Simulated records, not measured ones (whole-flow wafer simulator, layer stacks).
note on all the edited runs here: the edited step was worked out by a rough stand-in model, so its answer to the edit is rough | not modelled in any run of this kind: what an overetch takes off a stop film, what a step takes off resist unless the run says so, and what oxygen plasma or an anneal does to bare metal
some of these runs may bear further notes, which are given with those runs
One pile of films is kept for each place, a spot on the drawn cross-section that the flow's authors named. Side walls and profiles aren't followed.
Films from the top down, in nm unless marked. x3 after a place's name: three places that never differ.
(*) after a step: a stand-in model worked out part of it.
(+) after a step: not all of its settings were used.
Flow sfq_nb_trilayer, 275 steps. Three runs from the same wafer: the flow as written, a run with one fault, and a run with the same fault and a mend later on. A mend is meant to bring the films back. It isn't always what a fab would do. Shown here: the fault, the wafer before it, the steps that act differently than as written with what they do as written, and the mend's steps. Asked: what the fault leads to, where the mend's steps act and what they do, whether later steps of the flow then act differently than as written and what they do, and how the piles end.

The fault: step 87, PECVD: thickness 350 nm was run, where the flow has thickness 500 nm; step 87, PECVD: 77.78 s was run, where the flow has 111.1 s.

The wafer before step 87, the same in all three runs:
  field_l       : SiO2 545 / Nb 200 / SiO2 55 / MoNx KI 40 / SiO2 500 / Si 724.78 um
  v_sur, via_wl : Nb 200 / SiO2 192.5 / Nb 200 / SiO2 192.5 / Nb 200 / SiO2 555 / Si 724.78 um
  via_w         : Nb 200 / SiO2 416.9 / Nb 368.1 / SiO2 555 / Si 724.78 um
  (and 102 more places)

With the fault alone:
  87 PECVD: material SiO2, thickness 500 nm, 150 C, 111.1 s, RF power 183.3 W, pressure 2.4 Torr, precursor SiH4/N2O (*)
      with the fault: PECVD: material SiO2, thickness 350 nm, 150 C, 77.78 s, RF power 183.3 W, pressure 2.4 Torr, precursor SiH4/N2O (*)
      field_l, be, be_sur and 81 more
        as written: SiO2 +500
        with the fault: SiO2 +350
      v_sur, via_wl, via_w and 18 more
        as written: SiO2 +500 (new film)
        with the fault: SiO2 +350 (new film)
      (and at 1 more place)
  Later steps of the flow that act differently than as written (6 more steps differ only slightly, by at most 2% or 0.5 nm, whichever is larger, and aren't shown):
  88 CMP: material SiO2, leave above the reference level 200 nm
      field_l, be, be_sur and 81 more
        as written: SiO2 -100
        with the fault: nothing
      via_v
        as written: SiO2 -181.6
        with the fault: nothing
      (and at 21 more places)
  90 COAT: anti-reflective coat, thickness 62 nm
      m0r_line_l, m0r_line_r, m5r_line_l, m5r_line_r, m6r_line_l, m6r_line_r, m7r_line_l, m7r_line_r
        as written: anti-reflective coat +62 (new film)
        with the fault: anti-reflective coat +63.4 (new film)
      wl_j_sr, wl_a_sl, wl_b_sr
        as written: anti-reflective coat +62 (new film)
        with the fault: anti-reflective coat +60.7 (new film)
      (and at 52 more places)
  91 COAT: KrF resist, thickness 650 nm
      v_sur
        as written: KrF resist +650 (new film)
        with the fault: KrF resist +632.2 (new film)
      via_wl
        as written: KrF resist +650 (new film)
        with the fault: KrF resist +629.7 (new film)
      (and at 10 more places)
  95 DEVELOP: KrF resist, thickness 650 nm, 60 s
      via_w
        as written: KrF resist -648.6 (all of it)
        with the fault: KrF resist -631.1 (all of it)
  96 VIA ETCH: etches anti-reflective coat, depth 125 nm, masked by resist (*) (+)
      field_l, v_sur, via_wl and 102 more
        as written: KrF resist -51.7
        with the fault: KrF resist -48.3
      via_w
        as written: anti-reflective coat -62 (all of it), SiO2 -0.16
        with the fault: anti-reflective coat -58 (all of it), SiO2 -0.15
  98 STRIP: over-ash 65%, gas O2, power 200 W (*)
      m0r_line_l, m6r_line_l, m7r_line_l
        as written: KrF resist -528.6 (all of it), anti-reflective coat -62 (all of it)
        with the fault: KrF resist -541.2 (all of it), anti-reflective coat -63.4 (all of it)
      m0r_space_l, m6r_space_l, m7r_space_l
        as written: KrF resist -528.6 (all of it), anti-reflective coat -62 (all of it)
        with the fault: KrF resist -537.5 (all of it), anti-reflective coat -69 (all of it)
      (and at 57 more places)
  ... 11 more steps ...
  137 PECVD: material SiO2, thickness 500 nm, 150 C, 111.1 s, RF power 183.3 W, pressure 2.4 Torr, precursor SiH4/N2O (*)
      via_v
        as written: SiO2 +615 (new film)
        with the fault: SiO2 +654.7 (new film)
  At the end the piles differ from the flow's by more than 2% or 0.5 nm, whichever is larger, at via_v, p4_w1, p4_w2 and 7 more.
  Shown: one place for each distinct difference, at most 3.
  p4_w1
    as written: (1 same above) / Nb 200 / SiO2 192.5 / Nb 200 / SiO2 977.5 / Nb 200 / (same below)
    with the fault: (1 same above) / Nb 200 / SiO2 242.5 / Nb 200 / SiO2 927.5 / Nb 200 / (same below)
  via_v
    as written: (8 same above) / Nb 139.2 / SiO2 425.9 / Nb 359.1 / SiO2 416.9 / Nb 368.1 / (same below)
    with the fault: (8 same above) / Nb 139.2 / SiO2 465.5 / Nb 352.1 / SiO2 384.3 / Nb 368.1 / (same below)

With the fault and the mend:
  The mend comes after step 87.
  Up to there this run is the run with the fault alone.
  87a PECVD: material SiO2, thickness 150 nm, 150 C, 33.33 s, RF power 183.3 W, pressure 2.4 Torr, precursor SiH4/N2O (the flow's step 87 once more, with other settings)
      field_l, v_sur, via_wl and 102 more
        SiO2 +150
      via_v
        SiO2 +142
  Later steps of the flow that act differently than as written:
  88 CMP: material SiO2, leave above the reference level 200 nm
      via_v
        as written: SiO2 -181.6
        with the mend: SiO2 -109.4
  At the end the piles are the same as the flow's at every place that both follow.
